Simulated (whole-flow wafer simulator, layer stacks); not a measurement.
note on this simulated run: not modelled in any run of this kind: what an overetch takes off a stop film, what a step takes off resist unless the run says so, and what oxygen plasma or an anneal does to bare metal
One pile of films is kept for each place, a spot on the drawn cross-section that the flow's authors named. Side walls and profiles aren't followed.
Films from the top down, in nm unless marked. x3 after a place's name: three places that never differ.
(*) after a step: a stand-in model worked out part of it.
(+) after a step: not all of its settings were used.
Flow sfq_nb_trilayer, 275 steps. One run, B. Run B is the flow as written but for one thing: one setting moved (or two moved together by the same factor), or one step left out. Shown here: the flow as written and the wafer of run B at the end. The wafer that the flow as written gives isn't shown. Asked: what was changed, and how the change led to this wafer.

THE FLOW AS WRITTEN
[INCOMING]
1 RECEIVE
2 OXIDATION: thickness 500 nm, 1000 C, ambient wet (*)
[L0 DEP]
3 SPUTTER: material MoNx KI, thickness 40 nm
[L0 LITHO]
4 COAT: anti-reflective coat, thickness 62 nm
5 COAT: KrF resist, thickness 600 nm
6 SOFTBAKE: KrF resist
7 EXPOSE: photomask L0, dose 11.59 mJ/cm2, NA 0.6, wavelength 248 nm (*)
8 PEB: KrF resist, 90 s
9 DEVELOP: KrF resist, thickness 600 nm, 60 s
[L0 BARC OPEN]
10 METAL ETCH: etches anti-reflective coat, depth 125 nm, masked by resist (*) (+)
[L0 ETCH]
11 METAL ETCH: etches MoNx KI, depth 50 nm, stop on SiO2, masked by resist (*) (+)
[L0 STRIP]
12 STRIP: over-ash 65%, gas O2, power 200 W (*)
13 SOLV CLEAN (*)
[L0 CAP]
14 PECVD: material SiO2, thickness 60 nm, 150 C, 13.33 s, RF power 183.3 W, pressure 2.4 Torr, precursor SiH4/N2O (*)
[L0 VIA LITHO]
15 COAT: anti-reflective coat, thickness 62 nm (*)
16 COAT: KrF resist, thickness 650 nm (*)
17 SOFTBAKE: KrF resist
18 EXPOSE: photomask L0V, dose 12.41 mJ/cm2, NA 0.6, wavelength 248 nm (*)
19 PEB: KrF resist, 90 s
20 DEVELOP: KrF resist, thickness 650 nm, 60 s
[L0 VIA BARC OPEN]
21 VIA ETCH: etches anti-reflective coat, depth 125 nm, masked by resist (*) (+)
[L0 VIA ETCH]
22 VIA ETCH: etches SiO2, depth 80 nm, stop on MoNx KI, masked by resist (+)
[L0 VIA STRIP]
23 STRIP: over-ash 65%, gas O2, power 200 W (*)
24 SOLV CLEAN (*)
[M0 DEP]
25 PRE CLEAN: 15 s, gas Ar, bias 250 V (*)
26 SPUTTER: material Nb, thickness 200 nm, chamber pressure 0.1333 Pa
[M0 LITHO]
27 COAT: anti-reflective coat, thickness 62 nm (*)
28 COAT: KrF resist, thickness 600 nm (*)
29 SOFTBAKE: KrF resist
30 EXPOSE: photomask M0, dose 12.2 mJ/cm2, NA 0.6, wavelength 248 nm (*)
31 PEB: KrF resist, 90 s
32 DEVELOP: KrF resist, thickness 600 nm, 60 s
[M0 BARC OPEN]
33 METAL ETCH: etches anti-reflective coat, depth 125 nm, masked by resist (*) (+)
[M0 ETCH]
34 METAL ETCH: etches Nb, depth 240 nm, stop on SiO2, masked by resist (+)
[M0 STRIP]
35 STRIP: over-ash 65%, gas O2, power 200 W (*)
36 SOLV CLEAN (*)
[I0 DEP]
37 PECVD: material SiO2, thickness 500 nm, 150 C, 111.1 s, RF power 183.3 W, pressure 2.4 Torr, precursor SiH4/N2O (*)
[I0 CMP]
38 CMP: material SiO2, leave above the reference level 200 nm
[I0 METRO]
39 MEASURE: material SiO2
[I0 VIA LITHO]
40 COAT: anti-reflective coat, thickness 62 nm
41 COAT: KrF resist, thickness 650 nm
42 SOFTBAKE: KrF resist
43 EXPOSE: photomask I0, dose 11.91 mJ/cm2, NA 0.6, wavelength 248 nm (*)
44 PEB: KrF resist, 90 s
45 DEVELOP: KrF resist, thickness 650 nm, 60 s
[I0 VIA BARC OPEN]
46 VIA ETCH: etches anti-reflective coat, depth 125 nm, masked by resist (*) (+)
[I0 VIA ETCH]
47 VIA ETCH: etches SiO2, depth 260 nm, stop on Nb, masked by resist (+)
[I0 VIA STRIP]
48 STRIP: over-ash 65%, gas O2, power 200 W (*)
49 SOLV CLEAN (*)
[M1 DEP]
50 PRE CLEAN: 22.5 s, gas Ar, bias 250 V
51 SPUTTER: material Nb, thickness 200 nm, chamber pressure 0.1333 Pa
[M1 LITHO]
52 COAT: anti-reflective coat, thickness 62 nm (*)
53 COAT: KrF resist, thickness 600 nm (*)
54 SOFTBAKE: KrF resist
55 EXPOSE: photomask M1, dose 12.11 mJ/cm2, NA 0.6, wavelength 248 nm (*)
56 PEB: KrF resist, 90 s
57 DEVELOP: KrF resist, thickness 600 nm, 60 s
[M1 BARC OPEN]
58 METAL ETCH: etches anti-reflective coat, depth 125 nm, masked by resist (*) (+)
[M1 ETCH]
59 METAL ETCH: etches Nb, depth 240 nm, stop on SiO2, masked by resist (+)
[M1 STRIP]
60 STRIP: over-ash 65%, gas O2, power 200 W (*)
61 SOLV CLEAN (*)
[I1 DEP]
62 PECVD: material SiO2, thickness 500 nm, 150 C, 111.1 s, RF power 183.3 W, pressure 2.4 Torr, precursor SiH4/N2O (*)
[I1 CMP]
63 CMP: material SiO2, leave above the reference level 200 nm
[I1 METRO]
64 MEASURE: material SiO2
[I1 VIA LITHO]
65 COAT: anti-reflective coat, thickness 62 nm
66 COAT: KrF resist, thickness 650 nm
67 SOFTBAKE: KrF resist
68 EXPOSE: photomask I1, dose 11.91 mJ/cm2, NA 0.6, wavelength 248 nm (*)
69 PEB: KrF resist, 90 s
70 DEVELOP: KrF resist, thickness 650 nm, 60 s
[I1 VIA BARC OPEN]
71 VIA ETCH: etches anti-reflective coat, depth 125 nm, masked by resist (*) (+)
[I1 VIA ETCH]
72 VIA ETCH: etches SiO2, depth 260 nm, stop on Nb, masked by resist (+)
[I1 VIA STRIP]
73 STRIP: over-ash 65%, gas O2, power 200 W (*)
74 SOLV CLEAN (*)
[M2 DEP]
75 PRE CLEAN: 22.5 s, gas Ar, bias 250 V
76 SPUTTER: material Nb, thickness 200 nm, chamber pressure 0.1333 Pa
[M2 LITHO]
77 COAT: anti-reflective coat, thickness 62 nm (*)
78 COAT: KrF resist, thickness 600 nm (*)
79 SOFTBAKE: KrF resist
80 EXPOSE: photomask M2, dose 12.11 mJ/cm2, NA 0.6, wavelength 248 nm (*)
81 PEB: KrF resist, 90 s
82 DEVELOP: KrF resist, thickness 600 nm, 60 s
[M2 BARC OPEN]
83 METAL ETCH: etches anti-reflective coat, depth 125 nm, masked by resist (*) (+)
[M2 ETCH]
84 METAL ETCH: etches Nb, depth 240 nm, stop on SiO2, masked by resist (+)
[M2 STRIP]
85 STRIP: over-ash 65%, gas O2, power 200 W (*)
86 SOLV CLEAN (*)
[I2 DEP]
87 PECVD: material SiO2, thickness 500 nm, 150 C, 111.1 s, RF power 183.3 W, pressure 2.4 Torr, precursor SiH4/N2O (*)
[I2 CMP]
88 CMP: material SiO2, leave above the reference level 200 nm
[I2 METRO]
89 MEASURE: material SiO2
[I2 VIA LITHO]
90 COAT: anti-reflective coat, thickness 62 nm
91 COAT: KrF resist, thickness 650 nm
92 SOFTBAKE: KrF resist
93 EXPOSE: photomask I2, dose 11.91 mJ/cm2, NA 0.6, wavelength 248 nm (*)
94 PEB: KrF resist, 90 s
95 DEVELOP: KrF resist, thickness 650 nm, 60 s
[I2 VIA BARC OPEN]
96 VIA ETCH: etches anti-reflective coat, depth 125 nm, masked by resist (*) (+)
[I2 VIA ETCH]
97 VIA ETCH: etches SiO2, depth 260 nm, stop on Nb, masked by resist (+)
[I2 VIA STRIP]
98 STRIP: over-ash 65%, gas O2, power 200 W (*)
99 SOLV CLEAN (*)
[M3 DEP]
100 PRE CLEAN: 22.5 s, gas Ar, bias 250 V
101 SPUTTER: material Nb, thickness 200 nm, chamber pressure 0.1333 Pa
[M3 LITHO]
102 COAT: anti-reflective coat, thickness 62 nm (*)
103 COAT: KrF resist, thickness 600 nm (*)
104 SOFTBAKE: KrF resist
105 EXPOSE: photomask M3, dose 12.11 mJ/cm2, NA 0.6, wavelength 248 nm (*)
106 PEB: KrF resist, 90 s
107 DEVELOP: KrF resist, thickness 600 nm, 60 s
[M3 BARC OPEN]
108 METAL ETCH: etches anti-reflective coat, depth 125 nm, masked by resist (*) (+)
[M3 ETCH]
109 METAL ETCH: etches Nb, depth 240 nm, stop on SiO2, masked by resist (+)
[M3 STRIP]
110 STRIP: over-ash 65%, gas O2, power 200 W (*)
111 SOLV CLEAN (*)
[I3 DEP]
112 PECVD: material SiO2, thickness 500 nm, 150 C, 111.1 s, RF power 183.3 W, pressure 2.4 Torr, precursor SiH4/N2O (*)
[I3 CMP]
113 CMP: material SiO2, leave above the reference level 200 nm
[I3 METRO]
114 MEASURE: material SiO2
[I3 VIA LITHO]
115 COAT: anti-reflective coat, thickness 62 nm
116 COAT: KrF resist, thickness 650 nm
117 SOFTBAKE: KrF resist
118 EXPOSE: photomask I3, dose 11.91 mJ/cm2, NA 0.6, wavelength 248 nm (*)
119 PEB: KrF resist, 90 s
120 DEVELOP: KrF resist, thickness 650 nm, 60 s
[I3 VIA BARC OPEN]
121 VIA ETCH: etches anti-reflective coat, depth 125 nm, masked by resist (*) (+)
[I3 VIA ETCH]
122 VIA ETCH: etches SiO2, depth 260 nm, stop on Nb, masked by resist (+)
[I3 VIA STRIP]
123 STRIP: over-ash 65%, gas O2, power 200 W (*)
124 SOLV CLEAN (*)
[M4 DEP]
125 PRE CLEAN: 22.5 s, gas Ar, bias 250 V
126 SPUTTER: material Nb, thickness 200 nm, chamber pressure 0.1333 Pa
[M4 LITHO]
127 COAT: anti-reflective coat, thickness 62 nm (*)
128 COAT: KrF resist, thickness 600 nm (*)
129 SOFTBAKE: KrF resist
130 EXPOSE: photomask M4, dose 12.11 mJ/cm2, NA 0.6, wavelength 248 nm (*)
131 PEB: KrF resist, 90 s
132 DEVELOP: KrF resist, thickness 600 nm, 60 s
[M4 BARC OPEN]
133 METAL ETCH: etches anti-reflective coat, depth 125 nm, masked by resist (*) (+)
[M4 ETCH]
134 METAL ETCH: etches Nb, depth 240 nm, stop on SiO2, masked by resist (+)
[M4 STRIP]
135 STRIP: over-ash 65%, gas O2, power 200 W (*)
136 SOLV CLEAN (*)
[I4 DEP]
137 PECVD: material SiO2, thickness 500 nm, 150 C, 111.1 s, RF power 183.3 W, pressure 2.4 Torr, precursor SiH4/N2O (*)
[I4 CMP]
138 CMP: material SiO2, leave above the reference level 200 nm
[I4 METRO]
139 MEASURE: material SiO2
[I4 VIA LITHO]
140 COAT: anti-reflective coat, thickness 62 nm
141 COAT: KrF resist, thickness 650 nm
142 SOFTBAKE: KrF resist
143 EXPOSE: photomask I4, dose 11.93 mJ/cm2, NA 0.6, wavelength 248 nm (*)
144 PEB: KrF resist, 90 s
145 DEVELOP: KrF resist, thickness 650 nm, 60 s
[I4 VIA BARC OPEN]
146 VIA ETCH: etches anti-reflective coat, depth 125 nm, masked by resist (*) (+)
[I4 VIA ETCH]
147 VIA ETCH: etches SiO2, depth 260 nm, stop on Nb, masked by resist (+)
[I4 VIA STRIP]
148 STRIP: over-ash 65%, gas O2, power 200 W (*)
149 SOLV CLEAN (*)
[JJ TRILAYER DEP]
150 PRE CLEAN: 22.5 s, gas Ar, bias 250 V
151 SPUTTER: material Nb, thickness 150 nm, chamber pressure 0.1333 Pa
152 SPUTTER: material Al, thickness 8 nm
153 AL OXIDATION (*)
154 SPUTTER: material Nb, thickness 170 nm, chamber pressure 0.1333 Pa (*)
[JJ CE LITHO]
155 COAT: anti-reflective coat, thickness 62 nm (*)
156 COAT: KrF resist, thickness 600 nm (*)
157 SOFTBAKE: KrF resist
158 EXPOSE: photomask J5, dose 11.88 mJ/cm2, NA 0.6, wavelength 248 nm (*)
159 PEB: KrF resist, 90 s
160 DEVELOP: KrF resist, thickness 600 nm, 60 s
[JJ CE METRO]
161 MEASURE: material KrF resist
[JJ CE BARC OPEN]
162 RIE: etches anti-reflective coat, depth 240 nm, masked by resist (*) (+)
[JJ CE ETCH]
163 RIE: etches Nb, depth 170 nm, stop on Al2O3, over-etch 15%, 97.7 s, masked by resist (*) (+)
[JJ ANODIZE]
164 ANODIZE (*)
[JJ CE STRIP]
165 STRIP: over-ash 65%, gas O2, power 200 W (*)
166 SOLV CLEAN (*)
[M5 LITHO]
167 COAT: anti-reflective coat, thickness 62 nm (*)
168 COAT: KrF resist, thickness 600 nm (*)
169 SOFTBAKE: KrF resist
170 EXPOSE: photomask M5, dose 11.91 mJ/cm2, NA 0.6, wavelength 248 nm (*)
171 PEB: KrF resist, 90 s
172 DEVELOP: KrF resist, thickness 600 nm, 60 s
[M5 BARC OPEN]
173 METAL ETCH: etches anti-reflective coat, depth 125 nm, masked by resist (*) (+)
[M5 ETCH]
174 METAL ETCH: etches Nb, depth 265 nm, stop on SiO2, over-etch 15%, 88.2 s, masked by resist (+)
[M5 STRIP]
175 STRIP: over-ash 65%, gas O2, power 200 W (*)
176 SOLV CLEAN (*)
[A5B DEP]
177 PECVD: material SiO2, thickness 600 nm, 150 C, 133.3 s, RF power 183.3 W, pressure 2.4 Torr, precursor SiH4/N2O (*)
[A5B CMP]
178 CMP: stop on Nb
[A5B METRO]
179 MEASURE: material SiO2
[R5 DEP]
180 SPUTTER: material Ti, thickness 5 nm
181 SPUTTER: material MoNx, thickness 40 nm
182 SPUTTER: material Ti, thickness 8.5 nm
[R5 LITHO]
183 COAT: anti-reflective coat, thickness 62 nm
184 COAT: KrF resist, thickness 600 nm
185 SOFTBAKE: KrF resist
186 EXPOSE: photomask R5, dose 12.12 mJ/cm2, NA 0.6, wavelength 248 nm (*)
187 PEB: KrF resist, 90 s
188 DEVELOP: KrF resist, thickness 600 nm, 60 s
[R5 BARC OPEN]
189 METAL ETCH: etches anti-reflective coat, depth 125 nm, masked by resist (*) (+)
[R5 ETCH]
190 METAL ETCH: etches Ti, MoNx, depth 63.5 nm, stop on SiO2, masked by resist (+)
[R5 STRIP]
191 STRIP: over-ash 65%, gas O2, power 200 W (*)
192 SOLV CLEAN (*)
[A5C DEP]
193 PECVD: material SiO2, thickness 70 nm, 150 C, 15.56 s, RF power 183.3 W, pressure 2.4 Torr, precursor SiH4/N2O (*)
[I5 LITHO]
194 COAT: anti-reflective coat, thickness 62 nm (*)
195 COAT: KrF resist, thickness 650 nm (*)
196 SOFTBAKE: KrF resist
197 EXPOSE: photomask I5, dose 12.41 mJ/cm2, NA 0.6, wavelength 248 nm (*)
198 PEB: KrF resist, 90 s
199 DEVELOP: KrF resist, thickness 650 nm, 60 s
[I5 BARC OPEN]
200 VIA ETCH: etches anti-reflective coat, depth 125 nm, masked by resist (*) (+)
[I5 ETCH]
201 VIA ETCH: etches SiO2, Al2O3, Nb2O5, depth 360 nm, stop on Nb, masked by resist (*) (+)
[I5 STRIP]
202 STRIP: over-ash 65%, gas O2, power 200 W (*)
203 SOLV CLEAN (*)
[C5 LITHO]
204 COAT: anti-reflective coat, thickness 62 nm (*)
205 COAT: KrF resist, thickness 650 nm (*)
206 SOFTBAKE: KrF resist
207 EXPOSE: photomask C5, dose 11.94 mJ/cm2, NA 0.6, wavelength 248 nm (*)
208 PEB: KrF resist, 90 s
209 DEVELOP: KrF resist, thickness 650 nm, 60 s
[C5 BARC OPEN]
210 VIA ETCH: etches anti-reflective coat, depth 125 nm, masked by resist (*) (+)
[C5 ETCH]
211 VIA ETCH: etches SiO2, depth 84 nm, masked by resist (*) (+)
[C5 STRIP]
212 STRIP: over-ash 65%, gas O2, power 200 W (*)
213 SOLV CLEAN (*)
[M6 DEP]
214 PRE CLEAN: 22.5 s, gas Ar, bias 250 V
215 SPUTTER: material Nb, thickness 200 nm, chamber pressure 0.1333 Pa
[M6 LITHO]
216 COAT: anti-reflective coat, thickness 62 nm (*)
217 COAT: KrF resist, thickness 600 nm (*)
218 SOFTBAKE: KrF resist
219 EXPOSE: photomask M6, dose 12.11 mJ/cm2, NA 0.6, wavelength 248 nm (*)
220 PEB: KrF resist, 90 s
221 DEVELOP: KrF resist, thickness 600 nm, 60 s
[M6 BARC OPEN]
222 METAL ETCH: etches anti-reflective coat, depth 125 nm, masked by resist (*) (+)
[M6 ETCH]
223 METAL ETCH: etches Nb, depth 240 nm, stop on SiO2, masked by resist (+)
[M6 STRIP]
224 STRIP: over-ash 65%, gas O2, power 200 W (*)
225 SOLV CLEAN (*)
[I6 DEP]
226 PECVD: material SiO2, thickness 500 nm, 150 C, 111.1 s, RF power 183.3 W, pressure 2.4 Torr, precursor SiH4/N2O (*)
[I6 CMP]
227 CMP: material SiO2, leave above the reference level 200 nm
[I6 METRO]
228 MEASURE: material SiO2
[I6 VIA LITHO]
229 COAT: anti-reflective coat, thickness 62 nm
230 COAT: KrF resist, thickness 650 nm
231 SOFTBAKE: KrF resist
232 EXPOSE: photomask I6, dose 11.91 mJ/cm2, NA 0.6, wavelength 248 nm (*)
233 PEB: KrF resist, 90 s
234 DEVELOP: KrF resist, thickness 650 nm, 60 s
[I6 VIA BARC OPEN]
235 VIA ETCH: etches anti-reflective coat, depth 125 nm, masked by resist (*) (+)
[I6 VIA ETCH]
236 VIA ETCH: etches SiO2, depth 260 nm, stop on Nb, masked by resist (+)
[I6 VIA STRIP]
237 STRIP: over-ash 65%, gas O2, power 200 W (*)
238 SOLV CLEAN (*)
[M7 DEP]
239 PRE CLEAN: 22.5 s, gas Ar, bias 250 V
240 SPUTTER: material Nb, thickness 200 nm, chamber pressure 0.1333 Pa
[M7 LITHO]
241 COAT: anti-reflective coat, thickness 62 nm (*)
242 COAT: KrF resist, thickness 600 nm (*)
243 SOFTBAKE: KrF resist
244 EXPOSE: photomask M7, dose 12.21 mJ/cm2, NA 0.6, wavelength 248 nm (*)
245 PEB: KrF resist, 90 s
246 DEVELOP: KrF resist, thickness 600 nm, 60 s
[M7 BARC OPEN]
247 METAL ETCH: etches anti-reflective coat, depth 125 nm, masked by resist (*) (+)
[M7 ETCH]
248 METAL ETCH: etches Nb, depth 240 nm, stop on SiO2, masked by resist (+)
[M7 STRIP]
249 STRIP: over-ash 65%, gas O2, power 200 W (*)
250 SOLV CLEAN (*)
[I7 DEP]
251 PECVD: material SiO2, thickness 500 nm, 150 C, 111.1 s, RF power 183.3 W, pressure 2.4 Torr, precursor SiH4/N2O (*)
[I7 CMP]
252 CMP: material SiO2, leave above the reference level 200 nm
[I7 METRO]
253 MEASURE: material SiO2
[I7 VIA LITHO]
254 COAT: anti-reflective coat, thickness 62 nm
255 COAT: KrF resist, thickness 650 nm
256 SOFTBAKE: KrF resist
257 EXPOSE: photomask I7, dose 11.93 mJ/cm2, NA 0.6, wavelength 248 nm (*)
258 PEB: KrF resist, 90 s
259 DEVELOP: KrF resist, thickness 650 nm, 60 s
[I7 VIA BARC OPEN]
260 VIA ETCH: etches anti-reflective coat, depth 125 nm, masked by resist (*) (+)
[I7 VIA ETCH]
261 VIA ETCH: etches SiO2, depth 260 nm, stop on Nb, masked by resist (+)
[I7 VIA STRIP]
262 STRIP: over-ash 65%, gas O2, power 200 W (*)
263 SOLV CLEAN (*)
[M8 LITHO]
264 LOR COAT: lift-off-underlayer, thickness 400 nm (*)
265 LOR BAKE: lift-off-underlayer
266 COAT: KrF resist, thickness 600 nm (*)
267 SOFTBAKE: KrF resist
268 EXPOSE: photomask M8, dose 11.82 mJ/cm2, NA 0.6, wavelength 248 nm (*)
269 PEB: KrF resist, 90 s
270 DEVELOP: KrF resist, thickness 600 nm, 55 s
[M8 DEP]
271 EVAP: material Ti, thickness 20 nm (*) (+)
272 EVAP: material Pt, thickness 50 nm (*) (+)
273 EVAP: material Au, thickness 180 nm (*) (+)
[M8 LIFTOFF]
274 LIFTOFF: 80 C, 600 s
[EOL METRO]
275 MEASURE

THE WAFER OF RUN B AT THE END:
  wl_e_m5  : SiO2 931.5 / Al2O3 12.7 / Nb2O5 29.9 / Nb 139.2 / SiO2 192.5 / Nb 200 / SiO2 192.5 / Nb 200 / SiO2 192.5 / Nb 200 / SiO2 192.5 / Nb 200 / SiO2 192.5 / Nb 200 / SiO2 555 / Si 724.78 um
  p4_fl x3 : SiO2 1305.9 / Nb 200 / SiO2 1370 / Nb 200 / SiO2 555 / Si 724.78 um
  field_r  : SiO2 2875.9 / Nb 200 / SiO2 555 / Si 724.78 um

The cause: step 227, CMP: leave above the reference level 130 nm was run, where the flow has leave above the reference level 200 nm.

How the change led to this, step by step:
  227 CMP: material SiO2, leave above the reference level 200 nm
      field_l, p4_fl x3, p4_w1 x3 and 55 more: SiO2 -170 (as written it would be: SiO2 -100)
      v_sur, via_wl, via_w and 15 more: SiO2 -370 (as written it would be: SiO2 -300)
      (and at 26 more places)
  236 VIA ETCH: etches SiO2, depth 260 nm, stop on Nb, masked by resist (+)
      field_l, v_sur, via_wl and 102 more: KrF resist -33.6 (as written it would be: KrF resist -44.8)
      via_v: SiO2 -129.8 (all of it) (as written it would be: SiO2 -199.8 (all of it))
  237 STRIP: over-ash 65%, gas O2, power 200 W (*)
      field_l, v_sur, via_wl and 102 more: KrF resist -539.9 (all of it), anti-reflective coat -62 (all of it) (as written it would be: KrF resist -528.6 (all of it), anti-reflective coat -62 (all of it))
  240 SPUTTER: material Nb, thickness 200 nm, chamber pressure 0.1333 Pa
      via_v: Nb +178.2 (as written it would be: Nb +161.1)
  241 COAT: anti-reflective coat, thickness 62 nm (*)
      via_sp: anti-reflective coat +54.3 (new film) (as written it would be: anti-reflective coat +53.1 (new film))
      via_v: anti-reflective coat +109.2 (new film) (as written it would be: anti-reflective coat +126 (new film))
      (and at 1 more place)
  242 COAT: KrF resist, thickness 600 nm (*)
      via_v: KrF resist +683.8 (new film) (as written it would be: KrF resist +742.5 (new film))
  249 STRIP: over-ash 65%, gas O2, power 200 W (*)
      via_sp: KrF resist -378.5 (all of it), anti-reflective coat -54.3 (all of it) (as written it would be: KrF resist -373.6 (all of it), anti-reflective coat -53.1 (all of it))
      via_v: KrF resist -466 (all of it), anti-reflective coat -109.2 (all of it) (as written it would be: KrF resist -524.5 (all of it), anti-reflective coat -126 (all of it))
      (and at 1 more place)
  251 PECVD: material SiO2, thickness 500 nm, 150 C, 111.1 s, RF power 183.3 W, pressure 2.4 Torr, precursor SiH4/N2O (*)
      via_v: SiO2 +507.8 (new film) (as written it would be: SiO2 +621 (new film))
  252 CMP: material SiO2, leave above the reference level 200 nm
      via_v: SiO2 -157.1 (as written it would be: SiO2 -183.1)
